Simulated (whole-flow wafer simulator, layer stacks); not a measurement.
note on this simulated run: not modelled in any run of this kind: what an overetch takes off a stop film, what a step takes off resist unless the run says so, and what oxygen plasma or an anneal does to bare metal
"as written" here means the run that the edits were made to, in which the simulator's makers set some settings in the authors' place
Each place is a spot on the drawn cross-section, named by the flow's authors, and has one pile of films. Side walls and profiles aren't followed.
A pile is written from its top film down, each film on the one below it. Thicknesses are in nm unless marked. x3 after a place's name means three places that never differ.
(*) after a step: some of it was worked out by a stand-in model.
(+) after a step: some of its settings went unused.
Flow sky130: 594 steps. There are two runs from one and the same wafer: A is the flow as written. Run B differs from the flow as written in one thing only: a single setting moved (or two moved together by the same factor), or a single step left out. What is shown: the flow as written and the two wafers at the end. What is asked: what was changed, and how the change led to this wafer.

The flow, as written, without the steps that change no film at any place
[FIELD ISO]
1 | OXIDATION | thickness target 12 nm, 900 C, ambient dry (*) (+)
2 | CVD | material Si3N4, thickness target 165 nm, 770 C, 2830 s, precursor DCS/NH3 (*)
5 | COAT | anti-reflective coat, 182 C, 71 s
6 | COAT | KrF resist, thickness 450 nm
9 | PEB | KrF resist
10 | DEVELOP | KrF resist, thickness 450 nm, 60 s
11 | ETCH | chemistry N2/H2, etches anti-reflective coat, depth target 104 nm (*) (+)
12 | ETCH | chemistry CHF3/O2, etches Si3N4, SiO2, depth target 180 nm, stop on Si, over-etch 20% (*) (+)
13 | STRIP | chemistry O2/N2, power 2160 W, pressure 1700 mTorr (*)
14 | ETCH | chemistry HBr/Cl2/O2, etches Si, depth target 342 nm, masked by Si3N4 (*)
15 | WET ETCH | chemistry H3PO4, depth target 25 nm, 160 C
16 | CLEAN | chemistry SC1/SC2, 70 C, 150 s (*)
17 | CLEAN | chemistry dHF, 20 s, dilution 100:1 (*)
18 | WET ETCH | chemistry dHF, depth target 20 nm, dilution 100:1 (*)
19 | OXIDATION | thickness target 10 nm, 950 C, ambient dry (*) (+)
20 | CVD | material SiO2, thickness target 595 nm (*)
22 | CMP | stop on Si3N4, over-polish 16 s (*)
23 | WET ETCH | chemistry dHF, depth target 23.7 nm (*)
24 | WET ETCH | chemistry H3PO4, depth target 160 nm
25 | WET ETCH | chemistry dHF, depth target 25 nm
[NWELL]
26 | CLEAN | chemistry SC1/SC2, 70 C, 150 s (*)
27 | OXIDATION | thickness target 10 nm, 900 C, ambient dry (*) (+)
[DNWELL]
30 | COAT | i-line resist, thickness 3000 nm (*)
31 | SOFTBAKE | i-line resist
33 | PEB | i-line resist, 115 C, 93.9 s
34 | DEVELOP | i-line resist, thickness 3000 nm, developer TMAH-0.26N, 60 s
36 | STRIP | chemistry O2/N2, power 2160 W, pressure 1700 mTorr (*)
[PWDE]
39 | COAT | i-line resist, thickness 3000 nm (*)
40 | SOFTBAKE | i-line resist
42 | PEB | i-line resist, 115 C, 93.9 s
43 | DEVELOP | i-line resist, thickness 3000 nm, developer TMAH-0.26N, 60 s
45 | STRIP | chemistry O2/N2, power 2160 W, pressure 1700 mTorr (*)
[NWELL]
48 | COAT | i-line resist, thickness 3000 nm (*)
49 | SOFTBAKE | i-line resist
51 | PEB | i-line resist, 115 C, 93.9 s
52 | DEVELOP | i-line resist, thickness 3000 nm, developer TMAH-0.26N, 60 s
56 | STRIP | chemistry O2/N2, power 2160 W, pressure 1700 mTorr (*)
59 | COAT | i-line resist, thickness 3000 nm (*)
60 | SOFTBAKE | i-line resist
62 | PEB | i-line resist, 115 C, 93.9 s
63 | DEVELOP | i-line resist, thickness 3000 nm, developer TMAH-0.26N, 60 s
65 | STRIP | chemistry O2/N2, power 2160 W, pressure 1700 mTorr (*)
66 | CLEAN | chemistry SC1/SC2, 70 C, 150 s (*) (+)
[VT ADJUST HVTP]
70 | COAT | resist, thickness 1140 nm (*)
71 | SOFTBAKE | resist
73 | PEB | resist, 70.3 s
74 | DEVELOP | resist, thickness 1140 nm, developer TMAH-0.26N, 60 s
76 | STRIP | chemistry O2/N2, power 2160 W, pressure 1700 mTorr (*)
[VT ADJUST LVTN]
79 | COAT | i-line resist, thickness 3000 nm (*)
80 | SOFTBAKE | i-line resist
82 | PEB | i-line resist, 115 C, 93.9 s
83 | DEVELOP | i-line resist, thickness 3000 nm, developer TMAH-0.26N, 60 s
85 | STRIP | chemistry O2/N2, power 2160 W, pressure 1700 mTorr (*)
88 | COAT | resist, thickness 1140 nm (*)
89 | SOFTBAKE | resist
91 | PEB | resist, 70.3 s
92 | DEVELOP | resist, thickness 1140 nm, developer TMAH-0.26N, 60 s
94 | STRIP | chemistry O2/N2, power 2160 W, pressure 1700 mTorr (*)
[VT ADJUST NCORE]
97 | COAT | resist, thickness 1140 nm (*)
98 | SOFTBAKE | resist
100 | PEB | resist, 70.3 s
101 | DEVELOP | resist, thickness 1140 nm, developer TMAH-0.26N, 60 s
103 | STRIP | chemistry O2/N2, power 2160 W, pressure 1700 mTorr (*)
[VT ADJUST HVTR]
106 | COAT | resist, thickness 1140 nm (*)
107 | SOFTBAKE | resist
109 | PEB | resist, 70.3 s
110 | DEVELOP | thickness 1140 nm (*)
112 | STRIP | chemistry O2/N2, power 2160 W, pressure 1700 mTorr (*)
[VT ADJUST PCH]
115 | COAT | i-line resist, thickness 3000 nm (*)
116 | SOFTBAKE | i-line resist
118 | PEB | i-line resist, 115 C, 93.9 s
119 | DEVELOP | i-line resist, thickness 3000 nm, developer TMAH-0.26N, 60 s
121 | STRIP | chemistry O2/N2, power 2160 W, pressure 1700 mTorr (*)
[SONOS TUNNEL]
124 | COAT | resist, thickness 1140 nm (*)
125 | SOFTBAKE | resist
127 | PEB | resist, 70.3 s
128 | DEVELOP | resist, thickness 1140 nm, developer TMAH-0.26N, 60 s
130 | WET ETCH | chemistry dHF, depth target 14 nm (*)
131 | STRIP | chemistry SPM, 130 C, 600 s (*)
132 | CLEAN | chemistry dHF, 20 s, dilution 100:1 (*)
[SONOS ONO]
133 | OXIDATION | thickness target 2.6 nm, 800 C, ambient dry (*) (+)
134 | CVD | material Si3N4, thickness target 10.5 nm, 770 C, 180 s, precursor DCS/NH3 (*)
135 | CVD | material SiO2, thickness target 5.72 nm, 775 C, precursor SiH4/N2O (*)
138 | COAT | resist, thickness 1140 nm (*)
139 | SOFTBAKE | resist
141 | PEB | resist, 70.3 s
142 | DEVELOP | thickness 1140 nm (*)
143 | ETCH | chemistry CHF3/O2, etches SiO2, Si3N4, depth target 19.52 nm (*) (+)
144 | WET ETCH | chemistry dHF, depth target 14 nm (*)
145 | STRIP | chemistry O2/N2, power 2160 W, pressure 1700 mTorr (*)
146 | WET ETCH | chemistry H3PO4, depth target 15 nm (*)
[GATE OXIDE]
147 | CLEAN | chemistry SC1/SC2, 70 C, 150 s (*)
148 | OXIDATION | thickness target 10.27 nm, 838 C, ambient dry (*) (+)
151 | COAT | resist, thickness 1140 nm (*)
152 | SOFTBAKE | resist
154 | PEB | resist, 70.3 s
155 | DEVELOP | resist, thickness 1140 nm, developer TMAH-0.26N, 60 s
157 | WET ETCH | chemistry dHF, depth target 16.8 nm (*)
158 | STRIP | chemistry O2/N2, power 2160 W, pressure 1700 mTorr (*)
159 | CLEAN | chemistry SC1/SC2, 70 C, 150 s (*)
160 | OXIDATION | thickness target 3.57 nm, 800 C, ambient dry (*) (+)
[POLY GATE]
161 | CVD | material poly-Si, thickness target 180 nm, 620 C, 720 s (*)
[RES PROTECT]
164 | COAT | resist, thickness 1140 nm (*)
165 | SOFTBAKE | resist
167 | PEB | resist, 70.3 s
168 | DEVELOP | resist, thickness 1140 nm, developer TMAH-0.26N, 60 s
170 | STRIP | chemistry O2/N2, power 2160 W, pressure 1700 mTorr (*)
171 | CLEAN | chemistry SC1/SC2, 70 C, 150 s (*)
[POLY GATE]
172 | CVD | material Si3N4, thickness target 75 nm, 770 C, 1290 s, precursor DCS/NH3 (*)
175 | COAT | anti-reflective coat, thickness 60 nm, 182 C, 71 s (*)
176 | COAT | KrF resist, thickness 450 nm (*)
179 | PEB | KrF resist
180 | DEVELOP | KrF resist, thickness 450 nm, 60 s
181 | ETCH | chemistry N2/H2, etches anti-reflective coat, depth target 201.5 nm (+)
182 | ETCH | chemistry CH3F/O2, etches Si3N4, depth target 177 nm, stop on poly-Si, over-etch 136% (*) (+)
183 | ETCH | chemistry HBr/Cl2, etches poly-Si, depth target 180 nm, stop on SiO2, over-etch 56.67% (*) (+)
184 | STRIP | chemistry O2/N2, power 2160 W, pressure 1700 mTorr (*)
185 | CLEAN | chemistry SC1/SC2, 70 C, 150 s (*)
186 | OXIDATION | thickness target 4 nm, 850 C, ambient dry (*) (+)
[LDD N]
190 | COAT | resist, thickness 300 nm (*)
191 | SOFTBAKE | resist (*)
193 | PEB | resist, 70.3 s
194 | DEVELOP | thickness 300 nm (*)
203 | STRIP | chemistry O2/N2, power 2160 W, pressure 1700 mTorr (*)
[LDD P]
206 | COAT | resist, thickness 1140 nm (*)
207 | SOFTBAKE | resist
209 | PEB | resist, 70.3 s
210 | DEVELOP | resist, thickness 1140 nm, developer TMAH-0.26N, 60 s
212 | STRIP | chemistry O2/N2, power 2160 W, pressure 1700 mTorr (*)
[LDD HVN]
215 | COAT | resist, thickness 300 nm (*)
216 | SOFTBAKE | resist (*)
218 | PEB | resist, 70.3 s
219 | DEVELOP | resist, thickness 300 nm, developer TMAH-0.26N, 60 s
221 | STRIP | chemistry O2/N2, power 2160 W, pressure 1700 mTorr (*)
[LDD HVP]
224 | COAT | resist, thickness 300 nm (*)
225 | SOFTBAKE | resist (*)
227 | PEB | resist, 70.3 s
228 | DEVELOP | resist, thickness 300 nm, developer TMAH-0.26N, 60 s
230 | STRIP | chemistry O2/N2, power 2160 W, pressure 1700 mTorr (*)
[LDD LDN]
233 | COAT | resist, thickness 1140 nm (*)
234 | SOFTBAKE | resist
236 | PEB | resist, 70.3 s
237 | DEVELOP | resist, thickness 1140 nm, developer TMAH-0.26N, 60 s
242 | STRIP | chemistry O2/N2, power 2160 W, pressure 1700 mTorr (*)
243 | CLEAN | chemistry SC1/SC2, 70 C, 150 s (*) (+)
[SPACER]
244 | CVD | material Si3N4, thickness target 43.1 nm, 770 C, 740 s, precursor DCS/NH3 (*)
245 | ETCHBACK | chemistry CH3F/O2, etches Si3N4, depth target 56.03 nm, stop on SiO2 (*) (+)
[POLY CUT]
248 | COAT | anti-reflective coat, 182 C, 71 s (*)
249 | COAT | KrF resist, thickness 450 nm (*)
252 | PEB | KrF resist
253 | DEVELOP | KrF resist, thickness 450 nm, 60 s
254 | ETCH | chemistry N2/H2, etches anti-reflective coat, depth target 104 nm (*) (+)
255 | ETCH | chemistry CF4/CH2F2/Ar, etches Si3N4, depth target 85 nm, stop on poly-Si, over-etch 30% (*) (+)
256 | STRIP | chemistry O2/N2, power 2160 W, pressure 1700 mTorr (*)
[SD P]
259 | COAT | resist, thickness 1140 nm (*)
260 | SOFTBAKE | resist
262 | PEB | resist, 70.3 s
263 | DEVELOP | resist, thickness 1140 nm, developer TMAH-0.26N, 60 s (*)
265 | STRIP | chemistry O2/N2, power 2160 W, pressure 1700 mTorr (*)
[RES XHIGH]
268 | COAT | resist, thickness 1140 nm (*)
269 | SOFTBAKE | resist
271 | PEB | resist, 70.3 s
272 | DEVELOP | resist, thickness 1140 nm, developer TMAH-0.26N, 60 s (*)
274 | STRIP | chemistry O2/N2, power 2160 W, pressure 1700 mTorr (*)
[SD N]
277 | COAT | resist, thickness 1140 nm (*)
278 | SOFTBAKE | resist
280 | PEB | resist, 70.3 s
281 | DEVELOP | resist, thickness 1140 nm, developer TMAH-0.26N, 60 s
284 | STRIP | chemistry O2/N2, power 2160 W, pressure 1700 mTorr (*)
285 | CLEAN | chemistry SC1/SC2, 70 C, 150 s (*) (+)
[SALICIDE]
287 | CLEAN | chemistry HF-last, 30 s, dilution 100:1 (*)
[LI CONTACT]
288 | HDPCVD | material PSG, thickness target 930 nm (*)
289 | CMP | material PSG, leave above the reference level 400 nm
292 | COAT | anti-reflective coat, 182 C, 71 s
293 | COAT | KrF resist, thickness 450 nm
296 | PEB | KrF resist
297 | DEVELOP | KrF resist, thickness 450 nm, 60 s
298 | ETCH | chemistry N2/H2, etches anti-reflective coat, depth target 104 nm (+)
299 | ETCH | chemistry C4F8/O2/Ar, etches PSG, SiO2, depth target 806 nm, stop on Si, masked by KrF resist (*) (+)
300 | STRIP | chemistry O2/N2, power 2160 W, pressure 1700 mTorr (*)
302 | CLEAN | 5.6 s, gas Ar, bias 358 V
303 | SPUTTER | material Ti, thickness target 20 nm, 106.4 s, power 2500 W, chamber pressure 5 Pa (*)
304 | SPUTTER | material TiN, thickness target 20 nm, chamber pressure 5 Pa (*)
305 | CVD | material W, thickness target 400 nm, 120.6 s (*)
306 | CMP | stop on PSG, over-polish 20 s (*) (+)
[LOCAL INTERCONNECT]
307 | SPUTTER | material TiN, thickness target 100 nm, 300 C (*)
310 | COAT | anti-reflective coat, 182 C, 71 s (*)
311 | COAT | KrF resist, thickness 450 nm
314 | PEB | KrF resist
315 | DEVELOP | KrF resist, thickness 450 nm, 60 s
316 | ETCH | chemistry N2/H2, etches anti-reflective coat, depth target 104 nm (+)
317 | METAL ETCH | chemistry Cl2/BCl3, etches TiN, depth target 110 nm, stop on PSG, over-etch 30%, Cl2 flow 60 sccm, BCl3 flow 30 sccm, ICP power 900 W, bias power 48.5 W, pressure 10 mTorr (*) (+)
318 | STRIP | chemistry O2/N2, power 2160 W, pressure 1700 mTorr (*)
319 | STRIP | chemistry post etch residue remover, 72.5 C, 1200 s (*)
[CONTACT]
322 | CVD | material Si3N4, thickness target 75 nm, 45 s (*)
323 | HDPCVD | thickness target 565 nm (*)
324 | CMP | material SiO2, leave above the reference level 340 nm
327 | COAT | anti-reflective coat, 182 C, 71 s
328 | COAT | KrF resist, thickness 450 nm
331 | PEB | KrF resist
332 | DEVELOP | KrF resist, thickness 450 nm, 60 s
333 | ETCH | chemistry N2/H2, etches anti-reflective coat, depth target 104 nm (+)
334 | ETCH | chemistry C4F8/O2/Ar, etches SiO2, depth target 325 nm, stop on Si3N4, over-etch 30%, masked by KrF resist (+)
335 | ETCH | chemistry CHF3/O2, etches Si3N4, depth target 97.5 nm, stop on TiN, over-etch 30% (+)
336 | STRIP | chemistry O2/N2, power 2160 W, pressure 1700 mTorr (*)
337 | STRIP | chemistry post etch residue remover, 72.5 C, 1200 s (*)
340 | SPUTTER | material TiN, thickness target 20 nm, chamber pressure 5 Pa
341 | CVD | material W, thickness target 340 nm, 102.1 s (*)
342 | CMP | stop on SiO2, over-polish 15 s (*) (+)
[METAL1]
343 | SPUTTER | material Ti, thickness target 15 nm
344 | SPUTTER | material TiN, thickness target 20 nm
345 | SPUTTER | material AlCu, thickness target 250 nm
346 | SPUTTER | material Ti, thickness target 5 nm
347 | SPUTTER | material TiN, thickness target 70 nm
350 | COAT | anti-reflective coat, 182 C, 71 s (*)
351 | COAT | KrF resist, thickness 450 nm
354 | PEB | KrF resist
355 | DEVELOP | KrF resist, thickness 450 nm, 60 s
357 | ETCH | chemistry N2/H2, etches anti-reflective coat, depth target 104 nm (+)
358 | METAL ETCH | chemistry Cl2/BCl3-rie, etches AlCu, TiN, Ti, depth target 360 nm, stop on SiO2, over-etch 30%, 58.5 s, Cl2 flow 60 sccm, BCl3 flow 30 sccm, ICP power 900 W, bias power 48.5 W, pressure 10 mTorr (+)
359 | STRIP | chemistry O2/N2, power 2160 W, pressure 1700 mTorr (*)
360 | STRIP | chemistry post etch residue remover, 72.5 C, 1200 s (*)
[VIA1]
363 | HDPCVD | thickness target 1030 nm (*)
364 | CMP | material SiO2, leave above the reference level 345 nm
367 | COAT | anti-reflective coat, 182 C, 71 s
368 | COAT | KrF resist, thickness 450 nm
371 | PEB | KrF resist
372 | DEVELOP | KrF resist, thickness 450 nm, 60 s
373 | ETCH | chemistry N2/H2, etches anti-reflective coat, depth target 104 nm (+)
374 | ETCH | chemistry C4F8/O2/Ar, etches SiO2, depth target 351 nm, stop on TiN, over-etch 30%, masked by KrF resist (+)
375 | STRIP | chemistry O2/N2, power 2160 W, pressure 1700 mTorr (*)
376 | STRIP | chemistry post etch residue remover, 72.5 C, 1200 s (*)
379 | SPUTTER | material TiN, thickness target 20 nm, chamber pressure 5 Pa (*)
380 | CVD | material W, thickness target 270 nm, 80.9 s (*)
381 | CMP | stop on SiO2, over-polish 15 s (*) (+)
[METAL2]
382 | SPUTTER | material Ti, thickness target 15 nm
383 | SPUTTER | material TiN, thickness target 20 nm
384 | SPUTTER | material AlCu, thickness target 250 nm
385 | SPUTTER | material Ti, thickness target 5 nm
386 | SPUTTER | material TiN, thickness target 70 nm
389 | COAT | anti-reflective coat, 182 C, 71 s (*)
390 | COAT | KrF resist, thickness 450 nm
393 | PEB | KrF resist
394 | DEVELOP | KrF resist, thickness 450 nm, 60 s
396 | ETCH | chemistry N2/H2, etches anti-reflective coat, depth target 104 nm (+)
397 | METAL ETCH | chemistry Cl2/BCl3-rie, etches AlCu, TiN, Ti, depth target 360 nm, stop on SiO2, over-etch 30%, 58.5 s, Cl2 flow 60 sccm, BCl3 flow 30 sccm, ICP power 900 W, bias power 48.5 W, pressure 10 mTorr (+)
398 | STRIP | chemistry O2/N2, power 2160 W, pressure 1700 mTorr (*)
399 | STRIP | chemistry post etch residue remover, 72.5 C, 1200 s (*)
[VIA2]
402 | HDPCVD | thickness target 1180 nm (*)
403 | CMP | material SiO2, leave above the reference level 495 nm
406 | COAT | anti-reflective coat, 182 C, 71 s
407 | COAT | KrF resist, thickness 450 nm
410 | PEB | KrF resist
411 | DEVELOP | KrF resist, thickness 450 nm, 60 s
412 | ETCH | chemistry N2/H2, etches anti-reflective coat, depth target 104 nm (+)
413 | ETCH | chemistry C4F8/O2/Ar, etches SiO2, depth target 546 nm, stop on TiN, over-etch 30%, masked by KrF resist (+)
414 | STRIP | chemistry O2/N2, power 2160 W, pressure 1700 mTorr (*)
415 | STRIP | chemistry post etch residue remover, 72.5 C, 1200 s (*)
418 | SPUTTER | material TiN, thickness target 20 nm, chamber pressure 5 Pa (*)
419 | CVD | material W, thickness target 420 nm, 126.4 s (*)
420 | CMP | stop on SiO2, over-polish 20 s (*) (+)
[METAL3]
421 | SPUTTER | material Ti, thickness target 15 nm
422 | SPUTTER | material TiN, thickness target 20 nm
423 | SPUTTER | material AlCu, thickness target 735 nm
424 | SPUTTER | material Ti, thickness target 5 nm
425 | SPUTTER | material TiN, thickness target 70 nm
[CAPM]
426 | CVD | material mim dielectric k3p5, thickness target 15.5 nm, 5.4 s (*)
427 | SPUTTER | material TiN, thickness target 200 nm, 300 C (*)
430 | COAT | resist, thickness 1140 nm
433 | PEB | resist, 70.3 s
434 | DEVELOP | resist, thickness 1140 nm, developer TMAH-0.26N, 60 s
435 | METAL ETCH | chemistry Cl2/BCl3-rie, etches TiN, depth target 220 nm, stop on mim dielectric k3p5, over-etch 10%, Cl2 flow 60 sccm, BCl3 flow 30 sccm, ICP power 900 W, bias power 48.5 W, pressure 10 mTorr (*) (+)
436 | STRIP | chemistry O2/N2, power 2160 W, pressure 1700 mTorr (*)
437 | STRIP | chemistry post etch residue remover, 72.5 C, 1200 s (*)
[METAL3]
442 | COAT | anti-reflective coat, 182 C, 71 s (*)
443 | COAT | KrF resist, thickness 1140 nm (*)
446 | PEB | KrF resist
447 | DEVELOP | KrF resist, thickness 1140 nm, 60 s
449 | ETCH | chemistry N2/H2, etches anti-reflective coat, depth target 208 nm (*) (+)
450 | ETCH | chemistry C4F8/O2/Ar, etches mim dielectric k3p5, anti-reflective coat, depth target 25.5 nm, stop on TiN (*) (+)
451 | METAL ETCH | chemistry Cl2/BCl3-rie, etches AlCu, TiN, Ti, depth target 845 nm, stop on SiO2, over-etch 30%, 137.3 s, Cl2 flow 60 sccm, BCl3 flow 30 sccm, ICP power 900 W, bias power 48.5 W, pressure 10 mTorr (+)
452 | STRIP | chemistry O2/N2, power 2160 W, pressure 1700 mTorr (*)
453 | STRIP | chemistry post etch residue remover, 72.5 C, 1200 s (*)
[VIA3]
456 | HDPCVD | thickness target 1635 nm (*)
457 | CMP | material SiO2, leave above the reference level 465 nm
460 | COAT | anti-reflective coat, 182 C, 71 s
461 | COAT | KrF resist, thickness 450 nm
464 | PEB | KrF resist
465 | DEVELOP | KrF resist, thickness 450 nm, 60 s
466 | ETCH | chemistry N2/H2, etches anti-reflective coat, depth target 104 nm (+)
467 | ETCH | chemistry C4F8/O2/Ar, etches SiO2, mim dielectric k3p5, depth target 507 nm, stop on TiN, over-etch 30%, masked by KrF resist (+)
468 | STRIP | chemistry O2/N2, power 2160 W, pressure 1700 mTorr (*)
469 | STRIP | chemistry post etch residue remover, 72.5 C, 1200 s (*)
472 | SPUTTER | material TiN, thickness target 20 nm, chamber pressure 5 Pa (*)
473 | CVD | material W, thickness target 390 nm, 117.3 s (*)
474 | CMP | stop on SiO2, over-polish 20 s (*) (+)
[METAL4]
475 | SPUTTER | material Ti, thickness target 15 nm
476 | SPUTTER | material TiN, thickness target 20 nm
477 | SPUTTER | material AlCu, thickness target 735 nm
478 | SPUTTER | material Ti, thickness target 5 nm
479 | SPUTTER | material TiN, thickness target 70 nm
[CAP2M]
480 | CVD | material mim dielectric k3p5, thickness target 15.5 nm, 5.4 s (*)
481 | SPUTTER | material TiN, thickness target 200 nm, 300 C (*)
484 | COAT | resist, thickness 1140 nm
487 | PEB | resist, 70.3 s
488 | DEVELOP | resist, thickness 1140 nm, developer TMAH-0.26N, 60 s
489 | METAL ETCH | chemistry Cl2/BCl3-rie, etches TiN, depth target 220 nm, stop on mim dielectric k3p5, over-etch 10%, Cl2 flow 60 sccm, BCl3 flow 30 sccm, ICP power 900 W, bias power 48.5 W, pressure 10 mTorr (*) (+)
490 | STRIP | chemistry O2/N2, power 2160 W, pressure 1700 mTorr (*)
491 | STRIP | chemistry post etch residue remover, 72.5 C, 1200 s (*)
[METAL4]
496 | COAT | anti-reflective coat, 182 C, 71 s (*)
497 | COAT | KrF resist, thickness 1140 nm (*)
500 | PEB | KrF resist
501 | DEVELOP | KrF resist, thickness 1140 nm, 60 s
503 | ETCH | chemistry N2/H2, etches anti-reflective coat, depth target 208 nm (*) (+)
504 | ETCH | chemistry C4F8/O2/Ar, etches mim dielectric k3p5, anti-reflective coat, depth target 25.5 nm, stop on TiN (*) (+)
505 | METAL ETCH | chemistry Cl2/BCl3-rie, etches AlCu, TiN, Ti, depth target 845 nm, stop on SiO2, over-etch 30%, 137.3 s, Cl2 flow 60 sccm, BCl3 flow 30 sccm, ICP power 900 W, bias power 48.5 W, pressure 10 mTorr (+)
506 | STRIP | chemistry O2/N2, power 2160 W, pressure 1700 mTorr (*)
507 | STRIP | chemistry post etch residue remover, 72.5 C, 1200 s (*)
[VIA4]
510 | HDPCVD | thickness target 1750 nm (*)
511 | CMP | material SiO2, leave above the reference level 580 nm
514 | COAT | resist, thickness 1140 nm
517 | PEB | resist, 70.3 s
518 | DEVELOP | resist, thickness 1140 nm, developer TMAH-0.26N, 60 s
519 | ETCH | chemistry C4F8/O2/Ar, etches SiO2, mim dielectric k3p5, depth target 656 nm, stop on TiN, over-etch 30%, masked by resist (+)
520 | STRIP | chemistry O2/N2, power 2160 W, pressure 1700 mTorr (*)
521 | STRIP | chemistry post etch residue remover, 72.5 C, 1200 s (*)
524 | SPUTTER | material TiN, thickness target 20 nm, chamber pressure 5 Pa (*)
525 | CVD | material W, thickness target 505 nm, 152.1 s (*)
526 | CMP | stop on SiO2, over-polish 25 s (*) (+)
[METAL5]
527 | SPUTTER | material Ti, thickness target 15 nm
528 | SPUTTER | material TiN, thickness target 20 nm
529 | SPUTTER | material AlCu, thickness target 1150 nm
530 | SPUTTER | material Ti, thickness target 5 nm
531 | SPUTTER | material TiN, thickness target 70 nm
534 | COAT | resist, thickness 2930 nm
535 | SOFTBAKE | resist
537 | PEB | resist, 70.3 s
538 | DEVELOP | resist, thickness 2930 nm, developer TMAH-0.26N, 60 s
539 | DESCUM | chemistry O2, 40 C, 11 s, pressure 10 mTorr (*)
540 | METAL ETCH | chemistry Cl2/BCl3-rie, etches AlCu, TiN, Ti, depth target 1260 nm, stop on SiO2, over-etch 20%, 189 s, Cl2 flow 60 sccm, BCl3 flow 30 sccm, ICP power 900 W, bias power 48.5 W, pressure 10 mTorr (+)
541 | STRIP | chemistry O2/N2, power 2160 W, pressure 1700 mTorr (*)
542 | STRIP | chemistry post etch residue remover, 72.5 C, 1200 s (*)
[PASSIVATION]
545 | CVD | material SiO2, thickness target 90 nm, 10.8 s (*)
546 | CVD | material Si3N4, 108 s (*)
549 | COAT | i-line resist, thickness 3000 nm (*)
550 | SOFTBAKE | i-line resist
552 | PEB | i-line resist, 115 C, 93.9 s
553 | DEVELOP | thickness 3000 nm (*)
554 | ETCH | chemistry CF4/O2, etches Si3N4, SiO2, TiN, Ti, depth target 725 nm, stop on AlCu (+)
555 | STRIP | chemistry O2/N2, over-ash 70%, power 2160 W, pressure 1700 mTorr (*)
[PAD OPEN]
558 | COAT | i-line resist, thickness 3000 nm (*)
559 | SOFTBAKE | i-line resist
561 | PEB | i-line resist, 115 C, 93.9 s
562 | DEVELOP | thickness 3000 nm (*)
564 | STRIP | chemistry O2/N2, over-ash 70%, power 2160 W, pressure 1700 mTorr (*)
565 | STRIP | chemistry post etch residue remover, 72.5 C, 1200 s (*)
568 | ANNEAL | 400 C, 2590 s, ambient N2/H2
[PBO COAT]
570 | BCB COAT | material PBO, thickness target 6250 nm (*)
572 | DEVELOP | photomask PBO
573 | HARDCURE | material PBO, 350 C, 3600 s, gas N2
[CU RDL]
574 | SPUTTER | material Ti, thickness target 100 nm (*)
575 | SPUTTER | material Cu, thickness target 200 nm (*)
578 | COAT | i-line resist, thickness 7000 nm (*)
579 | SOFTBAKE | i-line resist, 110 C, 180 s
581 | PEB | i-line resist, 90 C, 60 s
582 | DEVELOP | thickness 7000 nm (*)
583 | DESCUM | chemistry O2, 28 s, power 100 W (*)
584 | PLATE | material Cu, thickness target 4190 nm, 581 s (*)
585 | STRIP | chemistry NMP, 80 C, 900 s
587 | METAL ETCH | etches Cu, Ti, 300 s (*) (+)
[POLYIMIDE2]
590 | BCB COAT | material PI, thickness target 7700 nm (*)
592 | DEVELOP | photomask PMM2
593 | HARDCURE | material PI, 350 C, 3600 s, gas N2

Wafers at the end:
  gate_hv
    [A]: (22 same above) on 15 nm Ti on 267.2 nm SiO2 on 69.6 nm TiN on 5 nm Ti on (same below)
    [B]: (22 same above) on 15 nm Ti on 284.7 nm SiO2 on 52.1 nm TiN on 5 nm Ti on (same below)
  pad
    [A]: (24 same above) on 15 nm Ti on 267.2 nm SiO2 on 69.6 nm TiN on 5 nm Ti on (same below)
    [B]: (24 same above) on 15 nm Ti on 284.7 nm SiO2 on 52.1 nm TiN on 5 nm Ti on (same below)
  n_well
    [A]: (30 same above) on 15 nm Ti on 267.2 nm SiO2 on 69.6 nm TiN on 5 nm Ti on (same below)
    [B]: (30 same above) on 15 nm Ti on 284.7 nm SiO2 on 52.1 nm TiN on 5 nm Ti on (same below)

Cause: step 347, SPUTTER: thickness target 52.5 nm was run, though the flow has thickness target 70 nm.

Step by step, how the change led to this:
  347 | SPUTTER | material TiN, thickness target 70 nm
      field, active, n_well and 188 more: A +70 TiN (new film) | B +52.5 TiN (new film)
  358 | METAL ETCH | chemistry Cl2/BCl3-rie, etches AlCu, TiN, Ti, depth target 360 nm, stop on SiO2, over-etch 30%, 58.5 s, Cl2 flow 60 sccm, BCl3 flow 30 sccm, ICP power 900 W, bias power 48.5 W, pressure 10 mTorr (+)
      field, active, gate and 81 more: A -68.7 TiN (all of it), -5 Ti (all of it), -250 AlCu (all of it), -20 TiN (all of it), -15 Ti (all of it), -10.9 SiO2 | B -51.2 TiN (all of it), -5 Ti (all of it), -250 AlCu (all of it), -20 TiN (all of it), -15 Ti (all of it), -12.7 SiO2
  364 | CMP | material SiO2, leave above the reference level 345 nm
      n_well, p_well, gate_hv and 100 more: A -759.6 SiO2 | B -742.1 SiO2
      poly_licon, ndiff_licon, ndiff_licon_cpp, rpo_hd_licon: A -759 SiO2 | B -741.5 SiO2
  374 | ETCH | chemistry C4F8/O2/Ar, etches SiO2, depth target 351 nm, stop on TiN, over-etch 30%, masked by KrF resist (+)
      m1, via1_hole: A -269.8 SiO2 (all of it) | B -287.3 SiO2 (all of it)
  380 | CVD | material W, thickness target 270 nm, 80.9 s (*)
      m1, via1_hole: A +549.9 W (new film) | B +567.7 W (new film)
